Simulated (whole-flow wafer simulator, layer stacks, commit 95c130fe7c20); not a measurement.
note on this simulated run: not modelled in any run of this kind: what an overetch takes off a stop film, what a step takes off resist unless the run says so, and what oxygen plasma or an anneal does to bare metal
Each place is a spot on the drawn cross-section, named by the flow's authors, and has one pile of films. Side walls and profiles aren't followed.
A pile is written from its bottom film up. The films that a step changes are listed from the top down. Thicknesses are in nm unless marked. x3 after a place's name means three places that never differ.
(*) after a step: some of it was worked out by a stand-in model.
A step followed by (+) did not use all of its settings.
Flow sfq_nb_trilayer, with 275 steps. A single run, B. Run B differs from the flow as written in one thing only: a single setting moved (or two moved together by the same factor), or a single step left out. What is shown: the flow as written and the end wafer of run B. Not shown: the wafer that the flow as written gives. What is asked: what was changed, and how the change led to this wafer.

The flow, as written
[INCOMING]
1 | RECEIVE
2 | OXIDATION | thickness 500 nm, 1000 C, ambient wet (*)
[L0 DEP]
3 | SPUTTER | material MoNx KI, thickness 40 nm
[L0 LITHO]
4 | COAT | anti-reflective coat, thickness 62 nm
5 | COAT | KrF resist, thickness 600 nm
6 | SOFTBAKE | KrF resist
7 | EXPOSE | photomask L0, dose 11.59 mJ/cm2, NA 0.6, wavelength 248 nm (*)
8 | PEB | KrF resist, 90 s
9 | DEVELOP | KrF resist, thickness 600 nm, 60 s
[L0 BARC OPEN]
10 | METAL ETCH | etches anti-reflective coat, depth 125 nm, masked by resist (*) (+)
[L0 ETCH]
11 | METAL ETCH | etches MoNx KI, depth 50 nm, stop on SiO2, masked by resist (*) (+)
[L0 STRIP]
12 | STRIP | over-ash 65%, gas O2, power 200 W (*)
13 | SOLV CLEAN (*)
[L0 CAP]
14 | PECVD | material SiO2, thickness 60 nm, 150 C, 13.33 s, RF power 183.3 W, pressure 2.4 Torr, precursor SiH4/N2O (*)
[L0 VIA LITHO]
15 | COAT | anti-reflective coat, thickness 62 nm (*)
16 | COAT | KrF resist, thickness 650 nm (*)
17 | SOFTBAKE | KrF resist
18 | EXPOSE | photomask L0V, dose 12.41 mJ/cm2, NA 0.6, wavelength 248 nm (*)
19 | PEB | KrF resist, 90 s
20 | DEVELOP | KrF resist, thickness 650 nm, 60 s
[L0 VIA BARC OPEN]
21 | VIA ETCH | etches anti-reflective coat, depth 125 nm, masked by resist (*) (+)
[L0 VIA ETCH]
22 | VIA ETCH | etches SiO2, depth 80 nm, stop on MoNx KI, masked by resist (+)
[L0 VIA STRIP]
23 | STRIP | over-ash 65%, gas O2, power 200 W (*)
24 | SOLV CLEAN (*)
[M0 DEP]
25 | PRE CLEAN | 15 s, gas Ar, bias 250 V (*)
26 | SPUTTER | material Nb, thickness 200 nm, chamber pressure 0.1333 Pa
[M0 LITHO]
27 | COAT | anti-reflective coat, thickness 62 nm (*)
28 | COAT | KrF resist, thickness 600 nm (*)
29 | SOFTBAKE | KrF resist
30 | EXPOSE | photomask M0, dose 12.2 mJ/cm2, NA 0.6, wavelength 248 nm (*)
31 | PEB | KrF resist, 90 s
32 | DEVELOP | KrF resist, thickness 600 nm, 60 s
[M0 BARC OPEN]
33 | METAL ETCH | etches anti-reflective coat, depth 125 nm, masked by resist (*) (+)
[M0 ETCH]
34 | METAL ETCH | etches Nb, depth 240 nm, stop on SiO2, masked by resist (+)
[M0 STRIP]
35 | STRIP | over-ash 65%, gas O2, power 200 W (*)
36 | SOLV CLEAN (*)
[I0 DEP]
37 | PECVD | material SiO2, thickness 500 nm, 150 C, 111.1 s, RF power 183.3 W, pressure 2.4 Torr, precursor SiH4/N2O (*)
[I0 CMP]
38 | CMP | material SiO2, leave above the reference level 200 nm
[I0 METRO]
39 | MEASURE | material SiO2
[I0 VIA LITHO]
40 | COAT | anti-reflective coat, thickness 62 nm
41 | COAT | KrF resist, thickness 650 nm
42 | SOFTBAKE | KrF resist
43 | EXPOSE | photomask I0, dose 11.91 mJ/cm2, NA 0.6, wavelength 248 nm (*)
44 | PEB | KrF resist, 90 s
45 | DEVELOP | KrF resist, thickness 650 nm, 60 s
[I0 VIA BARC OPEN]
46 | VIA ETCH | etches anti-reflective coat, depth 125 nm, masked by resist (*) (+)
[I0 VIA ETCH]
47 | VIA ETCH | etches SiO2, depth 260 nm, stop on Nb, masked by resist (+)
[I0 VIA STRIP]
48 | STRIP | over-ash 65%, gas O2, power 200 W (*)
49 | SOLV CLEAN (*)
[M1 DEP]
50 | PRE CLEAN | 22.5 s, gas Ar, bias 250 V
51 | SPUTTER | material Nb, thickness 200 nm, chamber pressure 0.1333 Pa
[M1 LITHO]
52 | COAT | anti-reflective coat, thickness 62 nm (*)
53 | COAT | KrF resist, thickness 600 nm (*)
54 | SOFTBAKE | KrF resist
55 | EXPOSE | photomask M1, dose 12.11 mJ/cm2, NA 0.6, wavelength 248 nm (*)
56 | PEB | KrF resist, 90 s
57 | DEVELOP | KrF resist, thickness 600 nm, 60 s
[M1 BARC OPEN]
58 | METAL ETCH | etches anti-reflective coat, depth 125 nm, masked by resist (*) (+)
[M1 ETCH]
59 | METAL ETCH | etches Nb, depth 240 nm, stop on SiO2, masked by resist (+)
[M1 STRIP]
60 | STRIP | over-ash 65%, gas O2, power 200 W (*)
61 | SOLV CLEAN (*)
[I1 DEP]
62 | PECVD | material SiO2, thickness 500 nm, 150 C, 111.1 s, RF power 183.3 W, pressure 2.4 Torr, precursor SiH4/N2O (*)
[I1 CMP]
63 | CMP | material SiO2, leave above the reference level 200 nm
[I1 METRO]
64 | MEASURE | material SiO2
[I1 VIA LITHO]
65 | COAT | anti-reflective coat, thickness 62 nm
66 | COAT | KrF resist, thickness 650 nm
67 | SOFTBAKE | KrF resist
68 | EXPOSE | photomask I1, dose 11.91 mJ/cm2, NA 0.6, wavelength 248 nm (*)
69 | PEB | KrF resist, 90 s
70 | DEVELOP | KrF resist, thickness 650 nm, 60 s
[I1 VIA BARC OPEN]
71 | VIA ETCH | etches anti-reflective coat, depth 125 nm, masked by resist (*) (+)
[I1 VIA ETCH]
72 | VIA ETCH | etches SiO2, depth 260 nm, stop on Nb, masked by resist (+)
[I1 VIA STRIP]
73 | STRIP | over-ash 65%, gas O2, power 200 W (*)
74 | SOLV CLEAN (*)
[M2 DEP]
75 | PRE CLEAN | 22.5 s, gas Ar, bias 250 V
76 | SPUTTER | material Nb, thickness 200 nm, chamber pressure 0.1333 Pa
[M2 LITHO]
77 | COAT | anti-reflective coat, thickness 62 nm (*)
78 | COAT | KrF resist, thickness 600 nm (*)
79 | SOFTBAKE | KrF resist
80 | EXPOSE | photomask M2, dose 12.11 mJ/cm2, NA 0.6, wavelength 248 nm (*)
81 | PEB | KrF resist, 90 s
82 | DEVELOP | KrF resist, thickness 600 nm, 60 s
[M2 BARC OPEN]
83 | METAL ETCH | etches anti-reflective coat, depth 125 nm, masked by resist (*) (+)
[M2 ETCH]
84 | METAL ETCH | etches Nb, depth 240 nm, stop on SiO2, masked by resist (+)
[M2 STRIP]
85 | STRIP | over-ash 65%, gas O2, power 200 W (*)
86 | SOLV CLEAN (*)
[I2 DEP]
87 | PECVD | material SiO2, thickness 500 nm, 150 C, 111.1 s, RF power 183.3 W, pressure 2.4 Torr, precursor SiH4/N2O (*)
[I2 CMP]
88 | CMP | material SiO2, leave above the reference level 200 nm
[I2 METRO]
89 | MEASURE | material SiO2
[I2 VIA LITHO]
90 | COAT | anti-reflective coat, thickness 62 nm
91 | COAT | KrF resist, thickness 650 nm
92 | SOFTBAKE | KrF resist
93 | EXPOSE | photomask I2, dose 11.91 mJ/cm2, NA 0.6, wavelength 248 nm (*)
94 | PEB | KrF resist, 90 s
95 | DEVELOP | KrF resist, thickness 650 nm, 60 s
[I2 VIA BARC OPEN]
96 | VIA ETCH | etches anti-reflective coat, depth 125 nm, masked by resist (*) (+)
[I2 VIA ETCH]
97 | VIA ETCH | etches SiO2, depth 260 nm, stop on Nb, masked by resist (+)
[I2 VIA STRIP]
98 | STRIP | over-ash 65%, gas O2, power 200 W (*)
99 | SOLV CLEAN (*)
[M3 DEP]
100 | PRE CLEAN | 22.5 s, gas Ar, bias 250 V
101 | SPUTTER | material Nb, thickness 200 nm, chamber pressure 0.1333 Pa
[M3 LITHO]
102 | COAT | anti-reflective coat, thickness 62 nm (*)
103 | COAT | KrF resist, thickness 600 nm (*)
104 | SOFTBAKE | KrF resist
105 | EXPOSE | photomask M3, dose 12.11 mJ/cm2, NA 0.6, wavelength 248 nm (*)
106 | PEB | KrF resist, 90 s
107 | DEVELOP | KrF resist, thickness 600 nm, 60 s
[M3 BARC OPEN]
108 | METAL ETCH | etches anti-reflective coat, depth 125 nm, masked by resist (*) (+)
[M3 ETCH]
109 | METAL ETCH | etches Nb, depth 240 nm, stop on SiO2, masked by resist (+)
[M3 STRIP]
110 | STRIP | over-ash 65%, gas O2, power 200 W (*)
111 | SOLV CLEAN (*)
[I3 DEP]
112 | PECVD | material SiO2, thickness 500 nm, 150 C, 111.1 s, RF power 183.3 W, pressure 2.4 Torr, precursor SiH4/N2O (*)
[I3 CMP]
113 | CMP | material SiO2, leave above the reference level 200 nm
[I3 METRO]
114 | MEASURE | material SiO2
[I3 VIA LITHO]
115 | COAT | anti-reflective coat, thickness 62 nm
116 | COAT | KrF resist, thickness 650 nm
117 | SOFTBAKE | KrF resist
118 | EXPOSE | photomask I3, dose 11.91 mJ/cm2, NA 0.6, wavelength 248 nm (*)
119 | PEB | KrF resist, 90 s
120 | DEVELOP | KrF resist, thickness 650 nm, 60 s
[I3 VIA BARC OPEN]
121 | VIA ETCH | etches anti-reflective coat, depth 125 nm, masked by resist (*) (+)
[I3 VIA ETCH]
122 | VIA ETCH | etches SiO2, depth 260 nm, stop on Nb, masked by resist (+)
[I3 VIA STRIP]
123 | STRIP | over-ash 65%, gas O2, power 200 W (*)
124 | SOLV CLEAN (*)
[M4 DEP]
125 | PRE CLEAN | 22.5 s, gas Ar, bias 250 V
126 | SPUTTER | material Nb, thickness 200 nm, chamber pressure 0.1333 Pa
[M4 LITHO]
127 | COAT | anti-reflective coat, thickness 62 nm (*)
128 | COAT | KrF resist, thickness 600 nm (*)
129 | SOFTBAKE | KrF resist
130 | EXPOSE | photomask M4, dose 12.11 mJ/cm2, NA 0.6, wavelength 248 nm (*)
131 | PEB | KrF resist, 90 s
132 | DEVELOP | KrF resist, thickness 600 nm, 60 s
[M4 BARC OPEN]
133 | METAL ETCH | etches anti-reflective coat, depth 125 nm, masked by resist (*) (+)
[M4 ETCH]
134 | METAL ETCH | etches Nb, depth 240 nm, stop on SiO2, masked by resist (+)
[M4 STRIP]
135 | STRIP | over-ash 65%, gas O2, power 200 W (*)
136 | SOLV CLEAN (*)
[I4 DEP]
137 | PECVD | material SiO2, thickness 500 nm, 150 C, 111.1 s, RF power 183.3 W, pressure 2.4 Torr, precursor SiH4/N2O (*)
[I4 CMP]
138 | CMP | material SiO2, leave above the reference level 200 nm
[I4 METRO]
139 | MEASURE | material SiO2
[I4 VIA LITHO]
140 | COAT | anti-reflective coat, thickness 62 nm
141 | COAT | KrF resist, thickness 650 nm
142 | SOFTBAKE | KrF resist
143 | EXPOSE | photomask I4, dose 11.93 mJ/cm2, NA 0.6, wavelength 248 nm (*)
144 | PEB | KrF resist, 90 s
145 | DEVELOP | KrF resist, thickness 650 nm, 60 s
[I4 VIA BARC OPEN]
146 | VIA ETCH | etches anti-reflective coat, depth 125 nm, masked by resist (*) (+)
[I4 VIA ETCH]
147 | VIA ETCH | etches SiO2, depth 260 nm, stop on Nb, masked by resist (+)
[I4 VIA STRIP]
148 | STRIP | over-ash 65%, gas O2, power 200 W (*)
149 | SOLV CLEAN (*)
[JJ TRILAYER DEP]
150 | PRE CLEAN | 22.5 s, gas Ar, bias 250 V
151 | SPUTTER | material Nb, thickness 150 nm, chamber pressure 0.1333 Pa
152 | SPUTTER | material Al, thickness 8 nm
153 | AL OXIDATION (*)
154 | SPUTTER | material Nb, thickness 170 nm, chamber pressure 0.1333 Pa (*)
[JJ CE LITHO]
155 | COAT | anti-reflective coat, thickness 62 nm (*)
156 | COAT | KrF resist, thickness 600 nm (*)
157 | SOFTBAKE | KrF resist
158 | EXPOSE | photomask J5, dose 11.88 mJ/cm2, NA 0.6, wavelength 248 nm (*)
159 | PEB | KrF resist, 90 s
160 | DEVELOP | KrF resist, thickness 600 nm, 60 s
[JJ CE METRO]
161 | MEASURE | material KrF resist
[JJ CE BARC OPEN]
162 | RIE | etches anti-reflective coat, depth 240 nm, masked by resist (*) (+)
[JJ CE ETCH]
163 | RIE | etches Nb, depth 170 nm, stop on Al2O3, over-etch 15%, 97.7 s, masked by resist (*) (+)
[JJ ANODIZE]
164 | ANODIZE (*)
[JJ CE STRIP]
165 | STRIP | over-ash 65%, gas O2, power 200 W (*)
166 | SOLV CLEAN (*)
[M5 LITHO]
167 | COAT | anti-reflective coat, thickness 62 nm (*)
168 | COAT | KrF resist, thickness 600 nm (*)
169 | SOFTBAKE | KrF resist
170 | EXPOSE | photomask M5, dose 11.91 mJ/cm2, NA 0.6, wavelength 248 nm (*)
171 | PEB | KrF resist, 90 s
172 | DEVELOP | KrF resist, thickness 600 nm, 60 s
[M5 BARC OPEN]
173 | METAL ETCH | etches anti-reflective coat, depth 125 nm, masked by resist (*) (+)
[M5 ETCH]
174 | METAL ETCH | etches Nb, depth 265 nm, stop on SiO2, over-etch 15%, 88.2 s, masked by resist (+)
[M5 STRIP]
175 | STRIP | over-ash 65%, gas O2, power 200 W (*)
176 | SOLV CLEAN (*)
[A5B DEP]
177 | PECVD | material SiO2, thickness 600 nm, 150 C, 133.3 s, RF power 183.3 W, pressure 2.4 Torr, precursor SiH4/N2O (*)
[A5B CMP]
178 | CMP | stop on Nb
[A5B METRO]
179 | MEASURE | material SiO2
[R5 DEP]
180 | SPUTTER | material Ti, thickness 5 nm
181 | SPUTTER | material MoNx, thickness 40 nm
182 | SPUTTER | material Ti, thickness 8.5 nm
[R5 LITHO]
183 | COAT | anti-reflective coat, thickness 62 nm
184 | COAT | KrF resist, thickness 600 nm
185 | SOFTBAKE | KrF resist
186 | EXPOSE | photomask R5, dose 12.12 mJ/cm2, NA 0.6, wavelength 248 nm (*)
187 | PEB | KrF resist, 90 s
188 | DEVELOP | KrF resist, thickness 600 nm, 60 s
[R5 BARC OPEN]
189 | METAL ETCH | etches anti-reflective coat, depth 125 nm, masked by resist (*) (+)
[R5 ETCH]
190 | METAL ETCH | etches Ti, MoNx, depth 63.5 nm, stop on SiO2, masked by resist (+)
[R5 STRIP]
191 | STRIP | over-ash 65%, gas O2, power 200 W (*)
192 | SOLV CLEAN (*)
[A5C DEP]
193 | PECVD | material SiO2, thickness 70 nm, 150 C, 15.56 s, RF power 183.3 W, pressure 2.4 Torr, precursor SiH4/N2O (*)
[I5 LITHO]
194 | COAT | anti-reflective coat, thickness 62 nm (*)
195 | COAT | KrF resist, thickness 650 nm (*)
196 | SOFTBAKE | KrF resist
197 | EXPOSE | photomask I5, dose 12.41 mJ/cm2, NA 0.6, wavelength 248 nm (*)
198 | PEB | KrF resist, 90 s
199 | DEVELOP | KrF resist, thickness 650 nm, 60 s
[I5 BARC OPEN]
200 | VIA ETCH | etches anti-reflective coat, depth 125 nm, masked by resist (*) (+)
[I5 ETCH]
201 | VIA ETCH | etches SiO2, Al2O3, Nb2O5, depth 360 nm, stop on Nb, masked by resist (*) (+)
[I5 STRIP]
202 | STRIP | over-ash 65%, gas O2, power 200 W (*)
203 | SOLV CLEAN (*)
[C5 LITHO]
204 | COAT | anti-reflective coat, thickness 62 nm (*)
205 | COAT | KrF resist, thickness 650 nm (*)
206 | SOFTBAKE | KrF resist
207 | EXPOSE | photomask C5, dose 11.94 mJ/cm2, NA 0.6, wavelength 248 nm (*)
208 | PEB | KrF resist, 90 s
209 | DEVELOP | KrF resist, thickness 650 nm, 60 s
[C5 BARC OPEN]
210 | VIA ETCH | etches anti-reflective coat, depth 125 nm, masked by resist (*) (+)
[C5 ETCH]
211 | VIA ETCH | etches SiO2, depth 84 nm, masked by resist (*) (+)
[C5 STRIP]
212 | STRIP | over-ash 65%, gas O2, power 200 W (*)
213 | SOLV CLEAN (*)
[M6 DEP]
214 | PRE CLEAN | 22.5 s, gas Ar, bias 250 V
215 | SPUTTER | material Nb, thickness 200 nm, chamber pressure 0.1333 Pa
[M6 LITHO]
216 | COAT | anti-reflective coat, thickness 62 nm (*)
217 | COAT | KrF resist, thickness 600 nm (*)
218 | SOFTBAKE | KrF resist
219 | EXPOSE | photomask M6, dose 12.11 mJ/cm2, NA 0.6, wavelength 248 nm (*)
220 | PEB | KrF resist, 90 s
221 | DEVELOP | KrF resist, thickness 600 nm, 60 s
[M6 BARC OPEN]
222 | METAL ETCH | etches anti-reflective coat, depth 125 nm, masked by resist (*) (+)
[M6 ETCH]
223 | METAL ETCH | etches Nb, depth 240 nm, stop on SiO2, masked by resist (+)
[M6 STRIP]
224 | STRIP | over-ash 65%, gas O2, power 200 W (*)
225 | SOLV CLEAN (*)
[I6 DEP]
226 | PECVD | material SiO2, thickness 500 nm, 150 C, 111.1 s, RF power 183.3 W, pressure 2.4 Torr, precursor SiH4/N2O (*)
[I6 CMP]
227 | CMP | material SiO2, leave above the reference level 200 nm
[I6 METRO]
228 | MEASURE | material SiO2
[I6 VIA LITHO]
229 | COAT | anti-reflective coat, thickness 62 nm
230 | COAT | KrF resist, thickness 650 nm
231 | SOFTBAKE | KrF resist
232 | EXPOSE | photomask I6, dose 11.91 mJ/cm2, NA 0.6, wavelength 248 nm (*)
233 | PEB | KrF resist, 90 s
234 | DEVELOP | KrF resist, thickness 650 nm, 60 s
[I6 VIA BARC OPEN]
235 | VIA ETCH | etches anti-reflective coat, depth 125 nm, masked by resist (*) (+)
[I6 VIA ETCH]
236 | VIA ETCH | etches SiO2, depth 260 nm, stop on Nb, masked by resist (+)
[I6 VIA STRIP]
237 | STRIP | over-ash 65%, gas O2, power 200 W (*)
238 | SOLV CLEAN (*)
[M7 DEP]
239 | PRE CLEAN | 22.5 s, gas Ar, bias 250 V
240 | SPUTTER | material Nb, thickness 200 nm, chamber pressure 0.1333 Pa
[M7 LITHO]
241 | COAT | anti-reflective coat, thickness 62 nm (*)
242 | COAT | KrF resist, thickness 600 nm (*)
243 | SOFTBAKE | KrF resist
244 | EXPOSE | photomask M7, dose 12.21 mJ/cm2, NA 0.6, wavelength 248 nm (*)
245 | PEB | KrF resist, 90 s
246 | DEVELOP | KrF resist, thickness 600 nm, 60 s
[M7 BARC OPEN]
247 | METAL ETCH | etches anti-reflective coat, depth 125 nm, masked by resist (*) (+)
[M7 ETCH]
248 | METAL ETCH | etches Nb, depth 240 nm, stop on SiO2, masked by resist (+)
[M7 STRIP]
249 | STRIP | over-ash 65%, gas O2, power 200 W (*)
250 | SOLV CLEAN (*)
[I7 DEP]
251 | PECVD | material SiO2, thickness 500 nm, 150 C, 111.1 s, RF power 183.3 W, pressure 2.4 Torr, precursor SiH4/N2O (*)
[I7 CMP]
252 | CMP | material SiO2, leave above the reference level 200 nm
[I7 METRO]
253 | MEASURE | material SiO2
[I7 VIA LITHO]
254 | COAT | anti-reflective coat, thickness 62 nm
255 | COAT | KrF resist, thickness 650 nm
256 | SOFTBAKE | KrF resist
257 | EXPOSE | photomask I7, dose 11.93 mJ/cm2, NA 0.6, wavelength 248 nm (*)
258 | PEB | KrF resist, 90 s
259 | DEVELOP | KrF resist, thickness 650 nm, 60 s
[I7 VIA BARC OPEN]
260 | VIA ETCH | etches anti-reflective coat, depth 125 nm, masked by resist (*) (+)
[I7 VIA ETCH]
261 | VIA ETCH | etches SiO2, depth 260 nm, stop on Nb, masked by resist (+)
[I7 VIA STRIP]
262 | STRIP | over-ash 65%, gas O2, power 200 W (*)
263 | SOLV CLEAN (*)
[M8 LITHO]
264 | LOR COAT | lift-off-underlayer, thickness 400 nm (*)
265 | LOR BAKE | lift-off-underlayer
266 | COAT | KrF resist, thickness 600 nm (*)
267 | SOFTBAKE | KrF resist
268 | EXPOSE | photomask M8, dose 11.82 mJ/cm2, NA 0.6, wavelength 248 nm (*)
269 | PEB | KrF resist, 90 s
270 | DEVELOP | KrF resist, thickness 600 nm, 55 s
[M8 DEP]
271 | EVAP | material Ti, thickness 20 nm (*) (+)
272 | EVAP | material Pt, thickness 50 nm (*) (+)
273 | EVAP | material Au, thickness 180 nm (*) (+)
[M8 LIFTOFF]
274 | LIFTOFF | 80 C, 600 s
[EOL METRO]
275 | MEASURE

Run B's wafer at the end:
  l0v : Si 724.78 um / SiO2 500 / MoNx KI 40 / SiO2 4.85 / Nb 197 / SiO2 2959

Cause: step 22, VIA ETCH: depth 50 nm was run, while the flow as written has depth 80 nm.

The path from the change to this, step by step:
  22 | VIA ETCH | etches SiO2, depth 80 nm, stop on MoNx KI, masked by resist (+)
      l0v: SiO2 loses 50 (as written it would have been: SiO2 loses 59.8 (all of it))
      field_l, v_sur, via_wl and 102 more: KrF resist loses 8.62 (as written it would have been: KrF resist loses 13.8)
  25 | PRE CLEAN | 15 s, gas Ar, bias 250 V (*)
      l0v: SiO2 loses 5 (as written it would have been: MoNx KI loses 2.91)
  27 | COAT | anti-reflective coat, thickness 62 nm (*)
      l0v: anti-reflective coat gains 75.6 (new film) (as written it would have been: anti-reflective coat gains 78 (new film))
  35 | STRIP | over-ash 65%, gas O2, power 200 W (*)
      l0v: KrF resist loses 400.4 (all of it), anti-reflective coat loses 75.6 (all of it) (as written it would have been: KrF resist loses 405.3 (all of it), anti-reflective coat loses 78 (all of it))
  38 | CMP | material SiO2, leave above the reference level 200 nm
      l0v: SiO2 loses 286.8 (as written it would have been: SiO2 loses 277.8)
With metal films that touch counted as one body, l0v has 2 bodies (between them, from the top down: SiO2 4.85); the flow as written gives 1 body.
